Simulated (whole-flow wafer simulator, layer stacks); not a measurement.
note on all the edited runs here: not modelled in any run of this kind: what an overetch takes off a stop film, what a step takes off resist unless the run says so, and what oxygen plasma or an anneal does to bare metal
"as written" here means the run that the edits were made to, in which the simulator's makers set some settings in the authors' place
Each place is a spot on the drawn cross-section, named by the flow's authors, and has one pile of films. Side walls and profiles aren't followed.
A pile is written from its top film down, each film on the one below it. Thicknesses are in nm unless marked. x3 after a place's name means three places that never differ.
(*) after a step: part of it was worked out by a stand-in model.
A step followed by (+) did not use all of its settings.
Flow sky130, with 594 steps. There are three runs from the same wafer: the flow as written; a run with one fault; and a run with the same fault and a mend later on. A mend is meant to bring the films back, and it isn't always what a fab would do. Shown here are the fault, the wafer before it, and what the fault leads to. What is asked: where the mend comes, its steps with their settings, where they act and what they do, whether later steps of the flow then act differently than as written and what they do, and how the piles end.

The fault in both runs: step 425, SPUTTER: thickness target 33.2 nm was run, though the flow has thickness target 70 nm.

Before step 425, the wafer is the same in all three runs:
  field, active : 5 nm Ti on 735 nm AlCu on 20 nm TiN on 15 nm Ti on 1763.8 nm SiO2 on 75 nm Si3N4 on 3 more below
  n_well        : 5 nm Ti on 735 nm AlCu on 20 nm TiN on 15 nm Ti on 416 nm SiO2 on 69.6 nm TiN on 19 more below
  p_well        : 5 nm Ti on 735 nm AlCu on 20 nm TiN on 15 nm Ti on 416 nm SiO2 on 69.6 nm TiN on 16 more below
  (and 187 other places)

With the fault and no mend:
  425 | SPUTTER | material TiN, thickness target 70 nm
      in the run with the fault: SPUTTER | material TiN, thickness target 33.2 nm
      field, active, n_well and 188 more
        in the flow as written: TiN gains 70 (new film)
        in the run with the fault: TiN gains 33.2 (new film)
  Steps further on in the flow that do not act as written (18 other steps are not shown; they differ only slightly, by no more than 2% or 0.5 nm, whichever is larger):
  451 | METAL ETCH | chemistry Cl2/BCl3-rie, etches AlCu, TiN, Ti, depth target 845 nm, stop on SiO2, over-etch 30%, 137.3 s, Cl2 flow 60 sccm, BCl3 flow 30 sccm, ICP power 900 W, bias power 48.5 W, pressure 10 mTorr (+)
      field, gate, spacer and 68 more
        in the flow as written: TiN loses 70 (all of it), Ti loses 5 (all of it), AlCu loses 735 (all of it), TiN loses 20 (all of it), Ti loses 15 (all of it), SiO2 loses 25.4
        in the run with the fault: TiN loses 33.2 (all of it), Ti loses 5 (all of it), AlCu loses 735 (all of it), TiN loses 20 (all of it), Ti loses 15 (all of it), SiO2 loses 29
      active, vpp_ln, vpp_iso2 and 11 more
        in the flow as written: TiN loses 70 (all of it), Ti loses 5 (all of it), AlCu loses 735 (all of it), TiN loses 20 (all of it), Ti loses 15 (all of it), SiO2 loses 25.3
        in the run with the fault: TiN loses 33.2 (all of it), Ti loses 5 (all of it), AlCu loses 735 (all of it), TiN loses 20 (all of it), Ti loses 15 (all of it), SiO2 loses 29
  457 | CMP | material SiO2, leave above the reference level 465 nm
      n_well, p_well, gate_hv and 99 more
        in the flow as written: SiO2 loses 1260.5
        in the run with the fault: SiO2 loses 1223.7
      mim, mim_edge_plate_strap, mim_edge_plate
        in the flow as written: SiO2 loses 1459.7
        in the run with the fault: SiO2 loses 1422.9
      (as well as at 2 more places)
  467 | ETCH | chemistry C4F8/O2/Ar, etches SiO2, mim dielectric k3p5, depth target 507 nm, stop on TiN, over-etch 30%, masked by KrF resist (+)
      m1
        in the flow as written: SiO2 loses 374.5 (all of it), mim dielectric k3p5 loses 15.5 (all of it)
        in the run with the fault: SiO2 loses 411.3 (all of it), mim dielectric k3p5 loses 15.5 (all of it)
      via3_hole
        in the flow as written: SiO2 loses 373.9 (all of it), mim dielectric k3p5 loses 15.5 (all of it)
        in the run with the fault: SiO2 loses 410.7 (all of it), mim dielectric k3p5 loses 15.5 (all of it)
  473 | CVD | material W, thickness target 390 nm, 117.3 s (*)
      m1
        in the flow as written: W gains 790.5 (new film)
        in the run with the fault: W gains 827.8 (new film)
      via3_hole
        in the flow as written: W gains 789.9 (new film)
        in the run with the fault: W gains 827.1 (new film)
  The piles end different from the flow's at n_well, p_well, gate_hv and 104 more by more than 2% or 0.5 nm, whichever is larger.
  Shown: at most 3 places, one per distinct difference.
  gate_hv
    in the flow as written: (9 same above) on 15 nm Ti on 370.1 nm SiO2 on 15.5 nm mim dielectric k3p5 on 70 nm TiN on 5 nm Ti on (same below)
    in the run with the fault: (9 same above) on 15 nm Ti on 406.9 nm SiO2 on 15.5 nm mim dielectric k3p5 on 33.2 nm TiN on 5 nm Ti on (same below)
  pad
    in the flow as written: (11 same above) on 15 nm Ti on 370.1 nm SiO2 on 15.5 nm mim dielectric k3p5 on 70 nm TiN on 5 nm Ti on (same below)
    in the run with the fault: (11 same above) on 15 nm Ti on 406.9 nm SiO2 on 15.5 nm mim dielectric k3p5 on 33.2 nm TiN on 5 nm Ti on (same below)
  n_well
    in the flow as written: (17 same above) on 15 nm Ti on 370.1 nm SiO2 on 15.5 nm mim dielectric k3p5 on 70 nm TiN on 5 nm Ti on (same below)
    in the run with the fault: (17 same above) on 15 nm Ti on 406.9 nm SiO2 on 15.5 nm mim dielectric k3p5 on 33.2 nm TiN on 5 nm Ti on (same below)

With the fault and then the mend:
  After step 425 comes the mend.
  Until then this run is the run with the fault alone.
  425a | SPUTTER | material TiN, thickness target 36.8 nm (the flow's step 425 again, with other settings)
      field, active, n_well and 188 more
        TiN gains 36.8
  Later steps of the flow that are run all act as written at every place that is followed.
  At every place that both follow, the piles at the end match the flow's.
